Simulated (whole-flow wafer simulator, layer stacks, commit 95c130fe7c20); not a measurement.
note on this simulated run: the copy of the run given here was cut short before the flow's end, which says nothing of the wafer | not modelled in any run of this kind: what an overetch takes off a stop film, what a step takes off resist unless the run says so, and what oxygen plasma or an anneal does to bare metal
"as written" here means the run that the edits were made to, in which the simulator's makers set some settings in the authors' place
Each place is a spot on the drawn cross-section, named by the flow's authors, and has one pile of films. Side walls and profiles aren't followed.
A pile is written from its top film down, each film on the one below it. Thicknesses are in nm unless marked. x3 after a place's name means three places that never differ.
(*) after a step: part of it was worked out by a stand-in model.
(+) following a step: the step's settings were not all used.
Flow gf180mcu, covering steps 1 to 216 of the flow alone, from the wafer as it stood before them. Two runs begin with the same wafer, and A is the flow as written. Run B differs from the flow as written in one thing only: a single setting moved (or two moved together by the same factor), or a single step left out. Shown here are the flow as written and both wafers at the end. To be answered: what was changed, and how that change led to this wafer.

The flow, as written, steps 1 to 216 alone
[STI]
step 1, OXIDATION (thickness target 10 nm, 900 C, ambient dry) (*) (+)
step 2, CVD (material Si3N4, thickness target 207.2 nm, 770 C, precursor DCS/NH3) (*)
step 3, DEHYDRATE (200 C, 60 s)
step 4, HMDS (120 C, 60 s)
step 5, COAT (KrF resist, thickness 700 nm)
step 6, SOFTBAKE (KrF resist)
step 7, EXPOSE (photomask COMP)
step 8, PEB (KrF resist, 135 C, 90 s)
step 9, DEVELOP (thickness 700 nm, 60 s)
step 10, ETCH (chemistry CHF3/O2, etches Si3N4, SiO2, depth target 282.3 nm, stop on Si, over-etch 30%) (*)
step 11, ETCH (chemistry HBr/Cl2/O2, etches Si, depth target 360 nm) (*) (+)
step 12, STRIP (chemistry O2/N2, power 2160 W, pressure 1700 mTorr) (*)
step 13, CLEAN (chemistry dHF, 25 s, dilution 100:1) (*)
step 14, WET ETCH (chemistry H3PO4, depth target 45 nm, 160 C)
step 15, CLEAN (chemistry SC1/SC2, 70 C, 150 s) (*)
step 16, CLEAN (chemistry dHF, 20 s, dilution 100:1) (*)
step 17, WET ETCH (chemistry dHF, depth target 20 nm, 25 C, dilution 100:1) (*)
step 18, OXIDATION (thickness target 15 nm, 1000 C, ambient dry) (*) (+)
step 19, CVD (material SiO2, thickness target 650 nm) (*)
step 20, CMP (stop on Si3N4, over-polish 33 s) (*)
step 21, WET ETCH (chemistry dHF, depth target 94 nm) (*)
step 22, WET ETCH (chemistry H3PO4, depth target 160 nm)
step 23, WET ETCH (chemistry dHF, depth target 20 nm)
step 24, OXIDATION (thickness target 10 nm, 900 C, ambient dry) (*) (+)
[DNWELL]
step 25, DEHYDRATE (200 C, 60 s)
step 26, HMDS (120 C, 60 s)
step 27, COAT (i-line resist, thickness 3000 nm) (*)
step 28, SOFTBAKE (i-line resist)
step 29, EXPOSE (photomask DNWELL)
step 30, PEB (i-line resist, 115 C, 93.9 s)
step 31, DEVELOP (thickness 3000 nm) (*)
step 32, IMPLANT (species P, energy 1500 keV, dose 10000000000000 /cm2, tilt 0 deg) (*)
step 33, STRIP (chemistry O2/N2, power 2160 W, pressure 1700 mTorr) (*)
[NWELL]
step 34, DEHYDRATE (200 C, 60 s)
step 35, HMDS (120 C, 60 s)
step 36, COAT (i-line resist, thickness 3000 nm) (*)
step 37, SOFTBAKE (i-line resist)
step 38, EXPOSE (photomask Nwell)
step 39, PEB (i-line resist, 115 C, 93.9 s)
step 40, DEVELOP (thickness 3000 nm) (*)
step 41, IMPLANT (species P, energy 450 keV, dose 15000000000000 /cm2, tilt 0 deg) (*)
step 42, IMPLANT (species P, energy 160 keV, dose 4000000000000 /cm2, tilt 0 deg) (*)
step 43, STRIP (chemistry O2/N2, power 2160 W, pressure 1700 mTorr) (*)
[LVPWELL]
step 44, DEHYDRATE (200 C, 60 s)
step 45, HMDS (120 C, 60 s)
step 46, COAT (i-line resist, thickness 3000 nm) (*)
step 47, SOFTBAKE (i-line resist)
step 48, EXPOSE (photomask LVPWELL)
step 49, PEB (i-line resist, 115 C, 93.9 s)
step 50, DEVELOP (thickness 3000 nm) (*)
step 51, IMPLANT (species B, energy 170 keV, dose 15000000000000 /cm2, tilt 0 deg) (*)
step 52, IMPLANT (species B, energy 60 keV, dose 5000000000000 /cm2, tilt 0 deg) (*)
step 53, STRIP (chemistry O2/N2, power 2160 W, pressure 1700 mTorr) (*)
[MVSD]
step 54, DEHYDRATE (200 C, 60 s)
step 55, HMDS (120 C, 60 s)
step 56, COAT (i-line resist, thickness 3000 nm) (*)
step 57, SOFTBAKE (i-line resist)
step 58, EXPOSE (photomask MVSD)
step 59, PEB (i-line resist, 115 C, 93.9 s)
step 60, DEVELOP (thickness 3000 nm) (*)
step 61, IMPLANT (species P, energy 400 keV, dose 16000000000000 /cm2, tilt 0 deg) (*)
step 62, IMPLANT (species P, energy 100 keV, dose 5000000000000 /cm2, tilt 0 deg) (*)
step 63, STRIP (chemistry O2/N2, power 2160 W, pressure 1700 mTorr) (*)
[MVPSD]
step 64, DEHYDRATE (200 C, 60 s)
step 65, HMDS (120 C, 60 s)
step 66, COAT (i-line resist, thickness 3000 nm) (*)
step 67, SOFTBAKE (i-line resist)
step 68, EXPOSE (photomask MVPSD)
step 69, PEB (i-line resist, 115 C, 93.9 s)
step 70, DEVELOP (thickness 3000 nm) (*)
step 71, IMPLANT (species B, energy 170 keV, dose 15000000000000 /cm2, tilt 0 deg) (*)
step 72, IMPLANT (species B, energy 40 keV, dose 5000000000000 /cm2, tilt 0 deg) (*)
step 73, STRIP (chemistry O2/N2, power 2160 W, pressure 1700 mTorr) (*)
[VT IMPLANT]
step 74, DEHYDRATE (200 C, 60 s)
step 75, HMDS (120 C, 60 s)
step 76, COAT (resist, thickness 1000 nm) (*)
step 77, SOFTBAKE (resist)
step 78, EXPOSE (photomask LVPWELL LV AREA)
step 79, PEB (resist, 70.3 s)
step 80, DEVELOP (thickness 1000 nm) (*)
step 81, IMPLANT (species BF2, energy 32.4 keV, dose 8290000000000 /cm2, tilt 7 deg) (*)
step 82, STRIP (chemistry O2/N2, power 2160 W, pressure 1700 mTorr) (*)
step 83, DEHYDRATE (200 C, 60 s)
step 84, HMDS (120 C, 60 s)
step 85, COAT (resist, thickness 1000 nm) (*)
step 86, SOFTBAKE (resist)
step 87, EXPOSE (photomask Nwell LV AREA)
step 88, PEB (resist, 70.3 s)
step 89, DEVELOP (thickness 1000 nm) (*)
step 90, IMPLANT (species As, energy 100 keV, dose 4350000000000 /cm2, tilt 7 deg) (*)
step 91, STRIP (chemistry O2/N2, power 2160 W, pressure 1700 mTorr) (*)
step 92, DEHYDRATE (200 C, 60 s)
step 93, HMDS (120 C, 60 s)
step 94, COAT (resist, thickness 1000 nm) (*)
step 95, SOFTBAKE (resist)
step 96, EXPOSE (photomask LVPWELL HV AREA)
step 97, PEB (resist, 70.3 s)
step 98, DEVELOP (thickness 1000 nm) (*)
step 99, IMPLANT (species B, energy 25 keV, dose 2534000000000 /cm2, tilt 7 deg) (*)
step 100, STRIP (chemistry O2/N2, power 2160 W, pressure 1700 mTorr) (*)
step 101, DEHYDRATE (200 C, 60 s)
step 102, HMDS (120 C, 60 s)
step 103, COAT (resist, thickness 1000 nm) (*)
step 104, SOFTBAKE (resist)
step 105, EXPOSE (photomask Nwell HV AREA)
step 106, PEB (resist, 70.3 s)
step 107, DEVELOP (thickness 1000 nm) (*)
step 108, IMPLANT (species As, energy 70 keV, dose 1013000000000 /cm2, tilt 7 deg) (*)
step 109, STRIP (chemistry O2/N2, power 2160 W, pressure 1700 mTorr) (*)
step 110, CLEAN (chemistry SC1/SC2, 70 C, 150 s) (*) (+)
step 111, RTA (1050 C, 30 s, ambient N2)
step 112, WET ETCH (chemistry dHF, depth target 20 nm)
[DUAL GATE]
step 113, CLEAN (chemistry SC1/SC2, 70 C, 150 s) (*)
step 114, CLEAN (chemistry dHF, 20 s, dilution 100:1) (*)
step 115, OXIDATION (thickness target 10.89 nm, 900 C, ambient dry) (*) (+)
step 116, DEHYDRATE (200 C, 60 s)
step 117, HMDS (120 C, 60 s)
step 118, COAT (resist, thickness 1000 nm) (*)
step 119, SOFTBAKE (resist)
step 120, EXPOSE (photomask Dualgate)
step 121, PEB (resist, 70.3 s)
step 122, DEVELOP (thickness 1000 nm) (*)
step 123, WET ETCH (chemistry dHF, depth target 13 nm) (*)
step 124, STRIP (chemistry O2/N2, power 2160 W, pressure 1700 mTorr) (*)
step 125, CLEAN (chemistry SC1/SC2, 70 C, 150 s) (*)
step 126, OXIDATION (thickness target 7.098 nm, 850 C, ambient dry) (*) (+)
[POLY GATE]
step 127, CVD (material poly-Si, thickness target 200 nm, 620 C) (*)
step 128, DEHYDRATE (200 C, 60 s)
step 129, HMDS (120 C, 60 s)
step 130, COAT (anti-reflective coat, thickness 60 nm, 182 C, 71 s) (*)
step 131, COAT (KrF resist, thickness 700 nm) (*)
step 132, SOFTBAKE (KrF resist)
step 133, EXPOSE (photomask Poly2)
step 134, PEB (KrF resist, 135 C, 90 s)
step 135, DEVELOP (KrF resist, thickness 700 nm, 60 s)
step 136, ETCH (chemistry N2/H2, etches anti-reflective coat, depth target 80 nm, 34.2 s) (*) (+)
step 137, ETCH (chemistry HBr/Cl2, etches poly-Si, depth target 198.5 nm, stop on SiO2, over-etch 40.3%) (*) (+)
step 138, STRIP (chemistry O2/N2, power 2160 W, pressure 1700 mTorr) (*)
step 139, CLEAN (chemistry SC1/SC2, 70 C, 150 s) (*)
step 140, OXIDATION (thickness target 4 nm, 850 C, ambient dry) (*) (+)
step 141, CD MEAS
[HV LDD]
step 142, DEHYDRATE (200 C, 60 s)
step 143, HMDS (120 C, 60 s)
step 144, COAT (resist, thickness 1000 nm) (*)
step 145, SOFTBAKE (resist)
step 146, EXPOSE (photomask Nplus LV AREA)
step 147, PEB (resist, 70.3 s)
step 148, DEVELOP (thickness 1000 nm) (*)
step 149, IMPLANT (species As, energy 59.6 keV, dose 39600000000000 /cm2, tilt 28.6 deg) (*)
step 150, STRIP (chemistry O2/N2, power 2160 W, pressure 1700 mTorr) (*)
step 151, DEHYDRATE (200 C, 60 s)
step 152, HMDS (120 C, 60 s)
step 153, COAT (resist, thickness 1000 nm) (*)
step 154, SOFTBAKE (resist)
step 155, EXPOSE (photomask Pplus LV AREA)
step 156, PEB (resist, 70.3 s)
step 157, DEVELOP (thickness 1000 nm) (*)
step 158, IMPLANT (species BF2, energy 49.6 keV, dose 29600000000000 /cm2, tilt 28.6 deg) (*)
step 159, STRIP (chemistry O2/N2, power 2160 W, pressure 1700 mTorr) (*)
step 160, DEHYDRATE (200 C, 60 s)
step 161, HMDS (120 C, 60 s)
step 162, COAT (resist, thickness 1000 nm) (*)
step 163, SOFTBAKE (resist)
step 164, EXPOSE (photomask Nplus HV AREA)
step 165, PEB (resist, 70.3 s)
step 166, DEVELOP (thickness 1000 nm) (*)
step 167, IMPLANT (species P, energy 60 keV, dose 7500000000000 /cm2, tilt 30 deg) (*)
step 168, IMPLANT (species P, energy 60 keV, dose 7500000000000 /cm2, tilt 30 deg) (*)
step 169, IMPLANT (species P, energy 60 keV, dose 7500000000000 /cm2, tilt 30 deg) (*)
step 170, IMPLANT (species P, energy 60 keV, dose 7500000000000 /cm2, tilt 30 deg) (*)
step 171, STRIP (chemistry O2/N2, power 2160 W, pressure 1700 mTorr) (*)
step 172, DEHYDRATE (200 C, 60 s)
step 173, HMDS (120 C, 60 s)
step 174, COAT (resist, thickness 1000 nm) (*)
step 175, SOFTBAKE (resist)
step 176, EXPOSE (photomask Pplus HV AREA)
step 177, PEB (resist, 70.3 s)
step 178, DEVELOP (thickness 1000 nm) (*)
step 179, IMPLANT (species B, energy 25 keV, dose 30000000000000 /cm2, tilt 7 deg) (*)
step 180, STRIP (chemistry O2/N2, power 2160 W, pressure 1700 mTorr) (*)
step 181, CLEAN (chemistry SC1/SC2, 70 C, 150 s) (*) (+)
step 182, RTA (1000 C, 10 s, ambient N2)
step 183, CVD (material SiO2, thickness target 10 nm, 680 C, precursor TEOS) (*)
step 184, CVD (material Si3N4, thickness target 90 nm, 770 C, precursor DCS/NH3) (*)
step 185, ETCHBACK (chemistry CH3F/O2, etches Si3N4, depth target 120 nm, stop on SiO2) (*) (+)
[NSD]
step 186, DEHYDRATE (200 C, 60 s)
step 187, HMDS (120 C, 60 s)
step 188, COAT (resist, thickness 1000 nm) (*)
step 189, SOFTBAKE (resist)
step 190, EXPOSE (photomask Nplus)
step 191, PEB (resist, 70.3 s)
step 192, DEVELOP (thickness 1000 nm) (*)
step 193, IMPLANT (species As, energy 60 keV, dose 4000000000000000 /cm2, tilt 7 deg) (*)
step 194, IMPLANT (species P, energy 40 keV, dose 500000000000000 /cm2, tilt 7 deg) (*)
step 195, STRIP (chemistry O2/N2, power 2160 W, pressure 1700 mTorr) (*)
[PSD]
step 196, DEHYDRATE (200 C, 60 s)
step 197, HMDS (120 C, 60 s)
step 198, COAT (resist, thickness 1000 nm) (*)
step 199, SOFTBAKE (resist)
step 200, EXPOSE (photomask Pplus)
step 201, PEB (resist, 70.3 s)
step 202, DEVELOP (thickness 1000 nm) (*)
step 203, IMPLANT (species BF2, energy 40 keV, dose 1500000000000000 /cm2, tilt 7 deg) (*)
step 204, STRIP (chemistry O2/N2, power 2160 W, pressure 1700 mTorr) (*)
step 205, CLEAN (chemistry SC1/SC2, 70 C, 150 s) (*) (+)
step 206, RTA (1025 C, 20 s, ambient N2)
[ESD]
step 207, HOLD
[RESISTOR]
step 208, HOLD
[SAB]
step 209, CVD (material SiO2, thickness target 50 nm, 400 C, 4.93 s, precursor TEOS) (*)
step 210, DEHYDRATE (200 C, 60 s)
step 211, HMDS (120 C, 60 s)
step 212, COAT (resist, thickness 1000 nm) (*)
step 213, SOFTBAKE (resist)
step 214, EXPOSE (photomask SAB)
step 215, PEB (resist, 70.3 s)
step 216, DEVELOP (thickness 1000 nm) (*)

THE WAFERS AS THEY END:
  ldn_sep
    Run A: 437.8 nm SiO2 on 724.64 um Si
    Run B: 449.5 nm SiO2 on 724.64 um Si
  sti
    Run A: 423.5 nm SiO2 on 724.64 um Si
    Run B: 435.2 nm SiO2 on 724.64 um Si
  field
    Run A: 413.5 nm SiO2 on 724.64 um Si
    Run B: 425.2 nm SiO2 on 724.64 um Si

What caused this: step 23, WET ETCH: depth target 11 nm was run, though the flow has depth target 20 nm.

The path from the change to this, step by step:
  step 23, WET ETCH (chemistry dHF, depth target 20 nm)
      field, field_sub, sti and 34 more: A SiO2 loses 26 | B SiO2 loses 14.3
  step 28, SOFTBAKE (i-line resist)
      ldn_fp, ldn_drn: A i-line resist gains 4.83 | B i-line resist gains 6.23
      field: A i-line resist gains 2.45 | B i-line resist gains 3.3
      (as well as at 35 more places)
  step 37, SOFTBAKE (i-line resist)
      ldn_fp, ldn_drn: A i-line resist gains 4.83 | B i-line resist gains 6.23
      field: A i-line resist gains 2.45 | B i-line resist gains 3.3
      (as well as at 35 more places)
  step 47, SOFTBAKE (i-line resist)
      ldn_fp, ldn_drn: A i-line resist gains 4.83 | B i-line resist gains 6.23
      field: A i-line resist gains 2.45 | B i-line resist gains 3.3
      (as well as at 35 more places)
  step 57, SOFTBAKE (i-line resist)
      ldn_fp, ldn_drn: A i-line resist gains 4.83 | B i-line resist gains 6.23
      field: A i-line resist gains 2.45 | B i-line resist gains 3.3
      (as well as at 35 more places)
  step 67, SOFTBAKE (i-line resist)
      ldn_fp, ldn_drn: A i-line resist gains 4.83 | B i-line resist gains 6.23
      field: A i-line resist gains 2.45 | B i-line resist gains 3.3
      (as well as at 35 more places)
  step 77, SOFTBAKE (resist)
      gate_p_hv: A resist gains 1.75 | B resist gains 2.36
      iso_ptap_sub: A resist gains 1.9 | B resist gains 2.44
  step 86, SOFTBAKE (resist)
      gate_p_hv: A resist gains 1.75 | B resist gains 2.36
      iso_ptap_sub: A resist gains 1.9 | B resist gains 2.44
  step 95, SOFTBAKE (resist)
      gate_p_hv: A resist gains 1.75 | B resist gains 2.36
      iso_ptap_sub: A resist gains 1.9 | B resist gains 2.44
  step 104, SOFTBAKE (resist)
      gate_p_hv: A resist gains 1.75 | B resist gains 2.36
      iso_ptap_sub: A resist gains 1.9 | B resist gains 2.44
  step 119, SOFTBAKE (resist)
      field_sub: A resist loses 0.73 | B resist loses 1.26
      gate_p_hv: A resist gains 0.83 | B resist gains 1.43
      (as well as at 1 more place)
  step 130, COAT (anti-reflective coat, thickness 60 nm, 182 C, 71 s) (*)
      p_well, spacer, sd_n: A anti-reflective coat gains 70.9 (new film) | B anti-reflective coat gains 82.1 (new film)
      ldn_fp, ldp_fp: A anti-reflective coat gains 48.5 (new film) | B anti-reflective coat gains 43 (new film)
      (as well as at 69 more places)
  step 136, ETCH (chemistry N2/H2, etches anti-reflective coat, depth target 80 nm, 34.2 s) (*) (+)
      p_well, spacer, sd_n: A anti-reflective coat loses 70.9 (all of it), poly-Si loses 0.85 | B anti-reflective coat loses 82.1 (all of it), poly-Si loses 0.56
      field: A anti-reflective coat loses 61.5 (all of it), poly-Si loses 1.09 | B anti-reflective coat loses 57.7 (all of it), poly-Si loses 1.19
      (as well as at 49 more places)
  step 138, STRIP (chemistry O2/N2, power 2160 W, pressure 1700 mTorr) (*)
      gate: A chemical SiO2 gains 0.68 (new film), KrF resist loses 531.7 (all of it), anti-reflective coat loses 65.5 (all of it), poly-Si loses 0.3 | B chemical SiO2 gains 0.68 (new film), KrF resist loses 532.4 (all of it), anti-reflective coat loses 70.6 (all of it), poly-Si loses 0.3
      gate_hv: A chemical SiO2 gains 0.68 (new film), KrF resist loses 528.4 (all of it), anti-reflective coat loses 61 (all of it), poly-Si loses 0.3 | B chemical SiO2 gains 0.68 (new film), KrF resist loses 530.9 (all of it), anti-reflective coat loses 62.9 (all of it), poly-Si loses 0.3
      (as well as at 19 more places)
  step 145, SOFTBAKE (resist)
      field_sub: A resist gains 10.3 | B resist gains 9.78
      gate_p_hv: A resist loses 7.98 | B resist loses 7.31
      (as well as at 4 more places)
  step 154, SOFTBAKE (resist)
      field_sub: A resist gains 10.3 | B resist gains 9.78
      gate_p_hv: A resist loses 7.98 | B resist loses 7.31
      (as well as at 4 more places)
  ... 5 other steps ...
  step 213, SOFTBAKE (resist)
      gate_p_hv: A resist loses 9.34 | B resist loses 8.71
      iso_ptap_sub: A resist gains 0.66 | B resist gains 1.2
      (as well as at 4 more places)
